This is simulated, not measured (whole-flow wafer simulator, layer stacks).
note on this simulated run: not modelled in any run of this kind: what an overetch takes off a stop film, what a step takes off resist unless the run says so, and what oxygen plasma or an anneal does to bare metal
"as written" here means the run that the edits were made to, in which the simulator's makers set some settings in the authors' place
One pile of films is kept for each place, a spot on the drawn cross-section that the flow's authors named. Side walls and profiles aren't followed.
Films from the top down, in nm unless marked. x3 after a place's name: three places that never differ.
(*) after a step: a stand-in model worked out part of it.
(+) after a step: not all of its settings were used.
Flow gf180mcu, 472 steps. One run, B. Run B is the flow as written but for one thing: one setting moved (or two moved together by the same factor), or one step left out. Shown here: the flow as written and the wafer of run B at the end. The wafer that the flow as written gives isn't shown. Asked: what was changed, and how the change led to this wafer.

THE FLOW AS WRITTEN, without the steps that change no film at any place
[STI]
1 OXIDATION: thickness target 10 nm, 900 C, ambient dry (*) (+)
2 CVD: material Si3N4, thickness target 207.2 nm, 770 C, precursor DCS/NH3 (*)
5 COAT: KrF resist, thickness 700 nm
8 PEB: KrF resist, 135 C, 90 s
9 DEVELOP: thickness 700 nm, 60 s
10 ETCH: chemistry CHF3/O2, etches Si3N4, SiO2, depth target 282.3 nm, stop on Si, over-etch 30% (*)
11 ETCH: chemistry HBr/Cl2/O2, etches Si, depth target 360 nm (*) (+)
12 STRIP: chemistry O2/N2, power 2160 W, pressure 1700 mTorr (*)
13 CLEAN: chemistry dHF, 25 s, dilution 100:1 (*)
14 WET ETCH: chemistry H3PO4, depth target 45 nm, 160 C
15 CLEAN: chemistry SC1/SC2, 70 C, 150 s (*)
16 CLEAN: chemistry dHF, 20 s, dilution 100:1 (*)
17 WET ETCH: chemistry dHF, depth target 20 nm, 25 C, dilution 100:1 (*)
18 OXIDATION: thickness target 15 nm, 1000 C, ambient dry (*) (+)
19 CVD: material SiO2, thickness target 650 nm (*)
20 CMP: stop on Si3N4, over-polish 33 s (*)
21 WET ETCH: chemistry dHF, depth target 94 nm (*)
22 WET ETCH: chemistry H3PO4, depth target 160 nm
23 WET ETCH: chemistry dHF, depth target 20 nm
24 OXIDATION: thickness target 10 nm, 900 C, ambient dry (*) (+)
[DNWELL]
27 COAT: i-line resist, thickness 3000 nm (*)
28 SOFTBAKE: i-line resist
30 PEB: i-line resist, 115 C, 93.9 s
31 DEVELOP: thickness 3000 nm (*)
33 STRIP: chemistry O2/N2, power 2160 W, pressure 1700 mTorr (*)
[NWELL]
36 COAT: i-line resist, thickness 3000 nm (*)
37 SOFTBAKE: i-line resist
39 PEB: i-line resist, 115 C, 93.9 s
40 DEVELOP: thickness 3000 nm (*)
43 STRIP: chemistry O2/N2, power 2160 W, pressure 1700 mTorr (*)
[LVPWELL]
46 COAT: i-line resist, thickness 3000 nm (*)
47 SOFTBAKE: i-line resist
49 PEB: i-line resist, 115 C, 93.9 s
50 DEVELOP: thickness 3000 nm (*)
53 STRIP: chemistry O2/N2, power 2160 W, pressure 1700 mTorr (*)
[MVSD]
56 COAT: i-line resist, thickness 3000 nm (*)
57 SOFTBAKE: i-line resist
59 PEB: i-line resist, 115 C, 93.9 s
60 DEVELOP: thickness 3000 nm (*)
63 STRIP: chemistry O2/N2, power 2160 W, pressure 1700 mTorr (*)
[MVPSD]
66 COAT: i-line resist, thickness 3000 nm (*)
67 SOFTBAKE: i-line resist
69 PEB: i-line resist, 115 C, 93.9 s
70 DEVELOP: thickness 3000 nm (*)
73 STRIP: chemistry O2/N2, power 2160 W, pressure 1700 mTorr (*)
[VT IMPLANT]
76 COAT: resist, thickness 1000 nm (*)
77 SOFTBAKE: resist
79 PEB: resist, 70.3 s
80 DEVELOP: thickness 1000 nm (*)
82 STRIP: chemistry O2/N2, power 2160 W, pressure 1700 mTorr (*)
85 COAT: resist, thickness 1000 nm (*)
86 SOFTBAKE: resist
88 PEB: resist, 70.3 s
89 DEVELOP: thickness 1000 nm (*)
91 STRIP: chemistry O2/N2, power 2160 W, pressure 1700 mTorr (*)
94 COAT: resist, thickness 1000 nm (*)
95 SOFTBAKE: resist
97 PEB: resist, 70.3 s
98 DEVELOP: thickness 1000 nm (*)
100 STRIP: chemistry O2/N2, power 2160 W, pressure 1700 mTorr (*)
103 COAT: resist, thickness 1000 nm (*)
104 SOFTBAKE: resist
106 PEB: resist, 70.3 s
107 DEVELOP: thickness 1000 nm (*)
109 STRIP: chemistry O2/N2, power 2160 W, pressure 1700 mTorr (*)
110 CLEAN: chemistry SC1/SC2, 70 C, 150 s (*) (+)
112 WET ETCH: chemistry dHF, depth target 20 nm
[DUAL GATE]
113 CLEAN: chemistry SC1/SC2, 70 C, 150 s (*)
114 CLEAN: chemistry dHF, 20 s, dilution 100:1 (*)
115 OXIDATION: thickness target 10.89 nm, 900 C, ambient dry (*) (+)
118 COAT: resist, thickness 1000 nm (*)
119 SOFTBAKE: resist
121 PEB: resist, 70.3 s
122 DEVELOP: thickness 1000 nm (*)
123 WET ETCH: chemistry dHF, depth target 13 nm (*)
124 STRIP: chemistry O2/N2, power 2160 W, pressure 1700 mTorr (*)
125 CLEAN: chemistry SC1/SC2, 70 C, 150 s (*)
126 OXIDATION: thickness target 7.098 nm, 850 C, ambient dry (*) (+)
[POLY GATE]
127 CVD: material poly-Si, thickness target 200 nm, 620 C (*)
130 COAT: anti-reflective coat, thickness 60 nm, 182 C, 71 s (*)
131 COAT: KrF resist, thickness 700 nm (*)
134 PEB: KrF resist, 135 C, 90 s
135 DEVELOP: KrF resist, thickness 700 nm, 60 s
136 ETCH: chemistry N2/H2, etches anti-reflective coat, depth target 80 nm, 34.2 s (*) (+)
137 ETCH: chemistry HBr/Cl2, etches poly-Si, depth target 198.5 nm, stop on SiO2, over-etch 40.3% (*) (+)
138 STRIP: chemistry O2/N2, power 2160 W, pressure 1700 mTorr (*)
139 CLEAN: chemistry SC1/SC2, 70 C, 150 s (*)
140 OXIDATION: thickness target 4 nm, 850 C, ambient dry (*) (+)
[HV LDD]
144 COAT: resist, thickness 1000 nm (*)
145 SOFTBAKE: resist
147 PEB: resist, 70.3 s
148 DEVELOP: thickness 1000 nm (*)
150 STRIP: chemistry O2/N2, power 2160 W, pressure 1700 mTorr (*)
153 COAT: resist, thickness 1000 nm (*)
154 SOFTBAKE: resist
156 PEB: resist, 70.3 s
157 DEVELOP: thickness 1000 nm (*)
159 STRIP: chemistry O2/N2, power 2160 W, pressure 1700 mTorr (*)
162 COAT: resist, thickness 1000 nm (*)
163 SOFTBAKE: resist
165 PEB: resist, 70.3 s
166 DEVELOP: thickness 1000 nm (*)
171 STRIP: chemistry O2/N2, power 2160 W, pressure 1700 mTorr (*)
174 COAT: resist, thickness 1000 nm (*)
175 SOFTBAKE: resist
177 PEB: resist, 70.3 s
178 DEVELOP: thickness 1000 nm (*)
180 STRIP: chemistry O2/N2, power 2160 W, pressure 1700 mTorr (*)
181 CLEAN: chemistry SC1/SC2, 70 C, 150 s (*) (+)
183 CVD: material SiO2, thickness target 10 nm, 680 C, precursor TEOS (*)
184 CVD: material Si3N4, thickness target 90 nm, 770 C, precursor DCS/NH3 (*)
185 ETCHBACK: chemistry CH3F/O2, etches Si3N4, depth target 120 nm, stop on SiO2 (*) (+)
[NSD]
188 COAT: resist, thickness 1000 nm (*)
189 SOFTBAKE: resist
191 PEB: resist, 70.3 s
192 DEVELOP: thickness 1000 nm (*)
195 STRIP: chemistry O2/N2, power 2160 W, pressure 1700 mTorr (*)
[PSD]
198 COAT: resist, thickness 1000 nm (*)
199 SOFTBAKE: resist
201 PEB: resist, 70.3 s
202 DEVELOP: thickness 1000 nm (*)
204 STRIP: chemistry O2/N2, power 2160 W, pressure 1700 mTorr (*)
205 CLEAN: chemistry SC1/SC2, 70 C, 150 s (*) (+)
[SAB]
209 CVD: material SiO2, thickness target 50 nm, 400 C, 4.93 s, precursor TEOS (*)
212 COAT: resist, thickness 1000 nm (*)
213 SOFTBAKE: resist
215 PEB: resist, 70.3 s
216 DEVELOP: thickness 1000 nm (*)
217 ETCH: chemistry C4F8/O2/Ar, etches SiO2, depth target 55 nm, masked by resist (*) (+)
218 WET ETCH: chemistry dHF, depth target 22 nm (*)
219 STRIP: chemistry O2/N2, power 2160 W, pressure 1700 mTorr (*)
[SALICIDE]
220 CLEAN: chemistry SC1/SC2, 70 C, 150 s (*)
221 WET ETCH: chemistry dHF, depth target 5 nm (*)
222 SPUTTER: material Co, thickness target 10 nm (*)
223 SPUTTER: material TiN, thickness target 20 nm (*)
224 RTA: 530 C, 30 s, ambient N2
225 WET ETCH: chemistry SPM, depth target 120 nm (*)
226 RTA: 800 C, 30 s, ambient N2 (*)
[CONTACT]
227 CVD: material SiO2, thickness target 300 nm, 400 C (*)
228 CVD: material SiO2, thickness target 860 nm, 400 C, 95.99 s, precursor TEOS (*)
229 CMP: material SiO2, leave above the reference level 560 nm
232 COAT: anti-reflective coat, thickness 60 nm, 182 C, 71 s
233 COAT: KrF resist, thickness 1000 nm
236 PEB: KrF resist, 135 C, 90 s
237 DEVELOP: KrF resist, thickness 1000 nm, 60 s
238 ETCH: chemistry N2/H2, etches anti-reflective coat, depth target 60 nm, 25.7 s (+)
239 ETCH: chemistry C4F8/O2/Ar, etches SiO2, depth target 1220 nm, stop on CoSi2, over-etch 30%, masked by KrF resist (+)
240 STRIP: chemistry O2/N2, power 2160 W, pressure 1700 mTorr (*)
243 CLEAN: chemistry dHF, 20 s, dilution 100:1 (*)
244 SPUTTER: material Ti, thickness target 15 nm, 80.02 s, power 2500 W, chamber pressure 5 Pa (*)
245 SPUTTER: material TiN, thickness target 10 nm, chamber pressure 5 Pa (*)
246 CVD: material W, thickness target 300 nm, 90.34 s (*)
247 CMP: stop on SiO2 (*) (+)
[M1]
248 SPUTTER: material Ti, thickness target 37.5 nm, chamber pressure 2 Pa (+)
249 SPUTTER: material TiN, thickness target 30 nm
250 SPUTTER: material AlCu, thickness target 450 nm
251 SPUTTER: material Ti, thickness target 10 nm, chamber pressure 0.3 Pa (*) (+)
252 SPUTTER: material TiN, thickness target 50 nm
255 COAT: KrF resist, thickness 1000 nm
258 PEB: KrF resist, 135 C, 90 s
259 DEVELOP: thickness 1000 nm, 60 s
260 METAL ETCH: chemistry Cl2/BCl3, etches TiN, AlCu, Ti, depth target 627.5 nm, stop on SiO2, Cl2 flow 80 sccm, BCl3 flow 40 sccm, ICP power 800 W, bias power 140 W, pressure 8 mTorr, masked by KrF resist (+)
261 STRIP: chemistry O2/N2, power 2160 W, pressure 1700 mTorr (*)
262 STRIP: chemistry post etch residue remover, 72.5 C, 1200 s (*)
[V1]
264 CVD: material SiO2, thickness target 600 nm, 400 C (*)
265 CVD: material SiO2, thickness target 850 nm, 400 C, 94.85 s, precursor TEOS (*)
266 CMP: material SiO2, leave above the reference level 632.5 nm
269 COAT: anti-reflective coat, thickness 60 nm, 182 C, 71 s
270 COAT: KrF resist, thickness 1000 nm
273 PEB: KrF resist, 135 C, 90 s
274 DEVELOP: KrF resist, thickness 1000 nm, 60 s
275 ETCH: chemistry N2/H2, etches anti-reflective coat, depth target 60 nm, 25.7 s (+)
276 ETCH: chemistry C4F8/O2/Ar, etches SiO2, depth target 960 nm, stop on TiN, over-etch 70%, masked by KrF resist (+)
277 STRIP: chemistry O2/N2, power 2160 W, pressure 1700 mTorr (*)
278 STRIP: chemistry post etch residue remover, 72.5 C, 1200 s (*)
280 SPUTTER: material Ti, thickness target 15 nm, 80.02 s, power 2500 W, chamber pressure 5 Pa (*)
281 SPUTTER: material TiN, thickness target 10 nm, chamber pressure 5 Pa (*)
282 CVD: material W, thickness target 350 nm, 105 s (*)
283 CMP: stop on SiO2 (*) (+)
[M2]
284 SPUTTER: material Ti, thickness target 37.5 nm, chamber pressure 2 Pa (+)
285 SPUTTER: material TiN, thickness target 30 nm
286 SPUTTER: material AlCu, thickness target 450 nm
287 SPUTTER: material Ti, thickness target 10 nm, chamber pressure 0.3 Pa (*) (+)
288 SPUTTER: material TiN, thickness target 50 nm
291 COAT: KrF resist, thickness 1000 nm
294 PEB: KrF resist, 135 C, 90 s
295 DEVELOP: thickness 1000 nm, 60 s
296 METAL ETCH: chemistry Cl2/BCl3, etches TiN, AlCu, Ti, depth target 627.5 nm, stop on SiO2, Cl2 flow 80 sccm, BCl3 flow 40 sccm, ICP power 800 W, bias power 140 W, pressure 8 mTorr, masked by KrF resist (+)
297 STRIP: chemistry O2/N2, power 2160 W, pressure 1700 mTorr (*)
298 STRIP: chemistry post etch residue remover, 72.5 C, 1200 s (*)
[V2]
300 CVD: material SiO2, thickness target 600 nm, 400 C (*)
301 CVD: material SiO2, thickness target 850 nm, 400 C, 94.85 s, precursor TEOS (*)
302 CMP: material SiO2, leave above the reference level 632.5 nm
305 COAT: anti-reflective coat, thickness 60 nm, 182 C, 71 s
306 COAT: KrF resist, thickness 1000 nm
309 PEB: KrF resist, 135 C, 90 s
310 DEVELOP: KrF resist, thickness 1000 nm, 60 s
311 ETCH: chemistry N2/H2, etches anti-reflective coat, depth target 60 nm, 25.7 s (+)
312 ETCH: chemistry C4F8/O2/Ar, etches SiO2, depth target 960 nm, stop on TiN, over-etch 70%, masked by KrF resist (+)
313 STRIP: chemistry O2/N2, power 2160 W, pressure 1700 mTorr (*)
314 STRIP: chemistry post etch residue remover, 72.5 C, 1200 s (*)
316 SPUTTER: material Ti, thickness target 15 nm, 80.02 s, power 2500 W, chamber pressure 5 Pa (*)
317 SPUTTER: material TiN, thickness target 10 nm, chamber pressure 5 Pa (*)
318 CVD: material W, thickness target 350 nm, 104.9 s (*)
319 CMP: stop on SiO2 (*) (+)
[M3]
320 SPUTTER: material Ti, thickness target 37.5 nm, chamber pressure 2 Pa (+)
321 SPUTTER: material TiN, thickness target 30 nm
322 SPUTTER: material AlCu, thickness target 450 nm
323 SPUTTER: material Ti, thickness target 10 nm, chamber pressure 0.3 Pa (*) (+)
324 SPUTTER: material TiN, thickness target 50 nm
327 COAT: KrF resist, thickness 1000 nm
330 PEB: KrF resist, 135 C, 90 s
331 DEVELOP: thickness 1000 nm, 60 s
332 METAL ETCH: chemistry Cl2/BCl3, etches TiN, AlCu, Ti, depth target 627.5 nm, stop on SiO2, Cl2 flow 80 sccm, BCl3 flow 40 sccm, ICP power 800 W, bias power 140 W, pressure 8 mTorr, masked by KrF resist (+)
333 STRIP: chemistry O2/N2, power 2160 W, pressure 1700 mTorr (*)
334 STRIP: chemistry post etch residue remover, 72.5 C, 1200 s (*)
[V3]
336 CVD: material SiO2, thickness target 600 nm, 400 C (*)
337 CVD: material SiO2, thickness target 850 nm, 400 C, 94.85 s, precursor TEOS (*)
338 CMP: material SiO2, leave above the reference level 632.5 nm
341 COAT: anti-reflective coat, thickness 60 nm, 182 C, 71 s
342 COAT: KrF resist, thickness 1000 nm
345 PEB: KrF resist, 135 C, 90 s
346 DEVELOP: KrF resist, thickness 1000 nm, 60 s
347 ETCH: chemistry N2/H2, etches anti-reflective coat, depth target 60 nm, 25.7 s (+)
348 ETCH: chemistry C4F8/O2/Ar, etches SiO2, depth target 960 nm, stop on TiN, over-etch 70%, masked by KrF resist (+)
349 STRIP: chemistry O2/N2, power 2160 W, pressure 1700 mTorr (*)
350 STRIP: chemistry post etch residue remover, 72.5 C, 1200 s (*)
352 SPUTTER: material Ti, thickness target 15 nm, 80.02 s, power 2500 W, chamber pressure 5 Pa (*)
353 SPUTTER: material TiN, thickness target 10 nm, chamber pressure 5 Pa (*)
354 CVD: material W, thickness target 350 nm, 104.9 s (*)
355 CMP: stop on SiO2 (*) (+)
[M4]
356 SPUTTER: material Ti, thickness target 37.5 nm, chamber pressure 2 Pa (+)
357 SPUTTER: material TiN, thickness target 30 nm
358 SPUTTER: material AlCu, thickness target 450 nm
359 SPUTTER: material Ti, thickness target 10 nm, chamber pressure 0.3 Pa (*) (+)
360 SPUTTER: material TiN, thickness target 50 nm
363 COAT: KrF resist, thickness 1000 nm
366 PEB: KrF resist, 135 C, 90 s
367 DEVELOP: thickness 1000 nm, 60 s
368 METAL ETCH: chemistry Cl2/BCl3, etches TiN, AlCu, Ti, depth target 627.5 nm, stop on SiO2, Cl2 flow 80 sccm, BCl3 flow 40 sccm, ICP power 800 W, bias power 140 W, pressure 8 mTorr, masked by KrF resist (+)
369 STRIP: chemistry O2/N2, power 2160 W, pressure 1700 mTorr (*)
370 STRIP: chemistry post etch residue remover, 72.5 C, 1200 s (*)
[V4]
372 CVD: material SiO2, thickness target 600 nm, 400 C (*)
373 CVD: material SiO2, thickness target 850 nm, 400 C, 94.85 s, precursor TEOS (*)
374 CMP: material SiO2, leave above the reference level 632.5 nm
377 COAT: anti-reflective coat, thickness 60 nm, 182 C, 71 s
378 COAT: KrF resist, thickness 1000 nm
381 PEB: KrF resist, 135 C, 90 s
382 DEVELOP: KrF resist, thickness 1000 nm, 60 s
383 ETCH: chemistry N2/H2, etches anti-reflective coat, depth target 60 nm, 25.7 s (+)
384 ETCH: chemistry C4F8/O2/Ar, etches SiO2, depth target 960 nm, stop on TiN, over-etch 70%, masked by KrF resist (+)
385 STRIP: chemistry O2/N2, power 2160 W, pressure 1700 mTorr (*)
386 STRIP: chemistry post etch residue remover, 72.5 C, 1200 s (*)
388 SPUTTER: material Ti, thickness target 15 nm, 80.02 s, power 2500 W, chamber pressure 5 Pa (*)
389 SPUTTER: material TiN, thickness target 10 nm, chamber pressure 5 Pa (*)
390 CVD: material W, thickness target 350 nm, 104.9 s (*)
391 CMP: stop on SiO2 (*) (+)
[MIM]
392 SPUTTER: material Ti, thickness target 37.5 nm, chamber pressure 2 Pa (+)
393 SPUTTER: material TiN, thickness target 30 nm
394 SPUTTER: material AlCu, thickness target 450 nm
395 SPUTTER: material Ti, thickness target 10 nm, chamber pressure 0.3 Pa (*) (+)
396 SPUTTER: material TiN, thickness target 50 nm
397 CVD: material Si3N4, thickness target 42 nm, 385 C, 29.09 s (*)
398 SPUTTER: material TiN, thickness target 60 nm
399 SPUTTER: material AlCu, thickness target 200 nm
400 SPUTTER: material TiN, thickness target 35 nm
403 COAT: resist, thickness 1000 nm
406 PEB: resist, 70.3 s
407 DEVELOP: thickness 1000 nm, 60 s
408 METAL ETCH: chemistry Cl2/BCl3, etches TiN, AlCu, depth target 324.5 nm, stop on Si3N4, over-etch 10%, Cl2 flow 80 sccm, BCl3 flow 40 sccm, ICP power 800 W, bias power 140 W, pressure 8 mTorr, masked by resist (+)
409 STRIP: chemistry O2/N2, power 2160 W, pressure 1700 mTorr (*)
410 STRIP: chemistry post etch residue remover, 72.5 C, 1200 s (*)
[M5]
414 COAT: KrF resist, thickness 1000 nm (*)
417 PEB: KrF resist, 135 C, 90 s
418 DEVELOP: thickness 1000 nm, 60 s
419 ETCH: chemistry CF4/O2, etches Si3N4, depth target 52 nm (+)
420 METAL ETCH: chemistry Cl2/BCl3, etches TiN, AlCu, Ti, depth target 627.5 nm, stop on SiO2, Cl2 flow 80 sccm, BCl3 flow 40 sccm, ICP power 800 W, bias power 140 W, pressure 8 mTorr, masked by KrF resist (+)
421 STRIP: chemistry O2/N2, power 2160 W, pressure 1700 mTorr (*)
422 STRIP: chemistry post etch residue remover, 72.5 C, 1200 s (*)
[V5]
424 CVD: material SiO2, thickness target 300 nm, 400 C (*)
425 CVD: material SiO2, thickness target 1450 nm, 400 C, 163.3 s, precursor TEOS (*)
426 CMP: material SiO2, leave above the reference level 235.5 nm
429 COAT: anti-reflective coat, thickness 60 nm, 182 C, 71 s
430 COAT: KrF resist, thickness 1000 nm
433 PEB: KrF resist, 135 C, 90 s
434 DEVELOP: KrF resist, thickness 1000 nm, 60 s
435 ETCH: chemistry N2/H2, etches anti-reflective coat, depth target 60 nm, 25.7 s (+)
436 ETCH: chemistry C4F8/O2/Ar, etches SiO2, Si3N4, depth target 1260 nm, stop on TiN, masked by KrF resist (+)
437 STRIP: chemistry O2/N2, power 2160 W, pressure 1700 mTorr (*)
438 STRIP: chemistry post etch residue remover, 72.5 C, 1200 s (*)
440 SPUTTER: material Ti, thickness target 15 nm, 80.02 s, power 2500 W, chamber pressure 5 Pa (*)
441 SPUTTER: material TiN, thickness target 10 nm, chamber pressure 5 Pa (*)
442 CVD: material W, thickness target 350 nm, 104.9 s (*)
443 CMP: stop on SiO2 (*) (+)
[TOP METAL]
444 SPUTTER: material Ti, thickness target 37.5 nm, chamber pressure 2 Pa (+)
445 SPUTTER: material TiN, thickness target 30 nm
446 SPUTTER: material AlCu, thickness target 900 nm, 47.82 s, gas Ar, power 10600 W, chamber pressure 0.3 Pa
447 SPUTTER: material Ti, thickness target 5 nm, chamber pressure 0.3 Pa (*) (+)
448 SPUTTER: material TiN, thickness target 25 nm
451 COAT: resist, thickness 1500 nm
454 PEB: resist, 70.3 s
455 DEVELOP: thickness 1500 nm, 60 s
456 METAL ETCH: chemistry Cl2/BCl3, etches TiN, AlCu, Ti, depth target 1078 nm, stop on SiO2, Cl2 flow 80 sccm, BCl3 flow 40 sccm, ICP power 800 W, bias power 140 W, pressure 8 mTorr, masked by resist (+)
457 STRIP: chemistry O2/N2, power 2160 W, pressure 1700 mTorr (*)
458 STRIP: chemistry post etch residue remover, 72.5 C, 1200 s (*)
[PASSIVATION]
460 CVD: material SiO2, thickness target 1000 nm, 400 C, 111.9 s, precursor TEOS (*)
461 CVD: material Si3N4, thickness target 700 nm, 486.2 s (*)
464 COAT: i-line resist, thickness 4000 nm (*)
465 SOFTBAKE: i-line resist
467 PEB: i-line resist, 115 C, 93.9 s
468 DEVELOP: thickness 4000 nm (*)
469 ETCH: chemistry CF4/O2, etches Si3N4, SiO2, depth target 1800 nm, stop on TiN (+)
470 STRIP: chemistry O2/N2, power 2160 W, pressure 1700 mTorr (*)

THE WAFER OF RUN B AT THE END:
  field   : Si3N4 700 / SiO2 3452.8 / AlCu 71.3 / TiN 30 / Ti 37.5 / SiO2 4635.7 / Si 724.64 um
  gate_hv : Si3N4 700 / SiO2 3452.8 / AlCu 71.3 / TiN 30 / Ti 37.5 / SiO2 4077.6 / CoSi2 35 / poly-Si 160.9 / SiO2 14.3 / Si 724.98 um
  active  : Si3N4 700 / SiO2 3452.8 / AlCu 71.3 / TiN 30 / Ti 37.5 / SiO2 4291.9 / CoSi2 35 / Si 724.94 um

The cause: step 368, METAL ETCH: depth target 433 nm was run, where the flow has depth target 627.5 nm.

How the change led to this, step by step:
  368 METAL ETCH: chemistry Cl2/BCl3, etches TiN, AlCu, Ti, depth target 627.5 nm, stop on SiO2, Cl2 flow 80 sccm, BCl3 flow 40 sccm, ICP power 800 W, bias power 140 W, pressure 8 mTorr, masked by KrF resist (+)
      field, field__w1, field__w2 and 103 more: TiN -50 (all of it), Ti -10 (all of it), AlCu -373 (as written it would be: TiN -50 (all of it), Ti -10 (all of it), AlCu -450 (all of it), TiN -30 (all of it), Ti -37.5 (all of it))
      field__w8, contact, m1, m1__w1, m1_nw: KrF resist -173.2 (as written it would be: KrF resist -251)
  369 STRIP: chemistry O2/N2, power 2160 W, pressure 1700 mTorr (*)
      field__w8, contact, m1, m1__w1, m1_nw: KrF resist -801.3 (all of it) (as written it would be: KrF resist -723.5 (all of it))
  370 STRIP: chemistry post etch residue remover, 72.5 C, 1200 s (*)
      field, field__w1, field__w2 and 103 more: AlCu -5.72 (as written it would be: nothing)
  372 CVD: material SiO2, thickness target 600 nm, 400 C (*)
      field, field__w1, field__w2 and 103 more: SiO2 +600 (new film) (as written it would be: SiO2 +600)
  374 CMP: material SiO2, leave above the reference level 632.5 nm
      field, field__w1, field__w2 and 103 more: SiO2 -438.8 (as written it would be: SiO2 -300)
Counting metal films that touch as one body, field has 1 body; the flow as written gives 0 bodies.
Counting metal films that touch as one body, gate_hv has 2 bodies (between them, from the top down: SiO2 4077.6); the flow as written gives 1 body.
Counting metal films that touch as one body, active has 2 bodies (between them, from the top down: SiO2 4291.9); the flow as written gives 1 body.
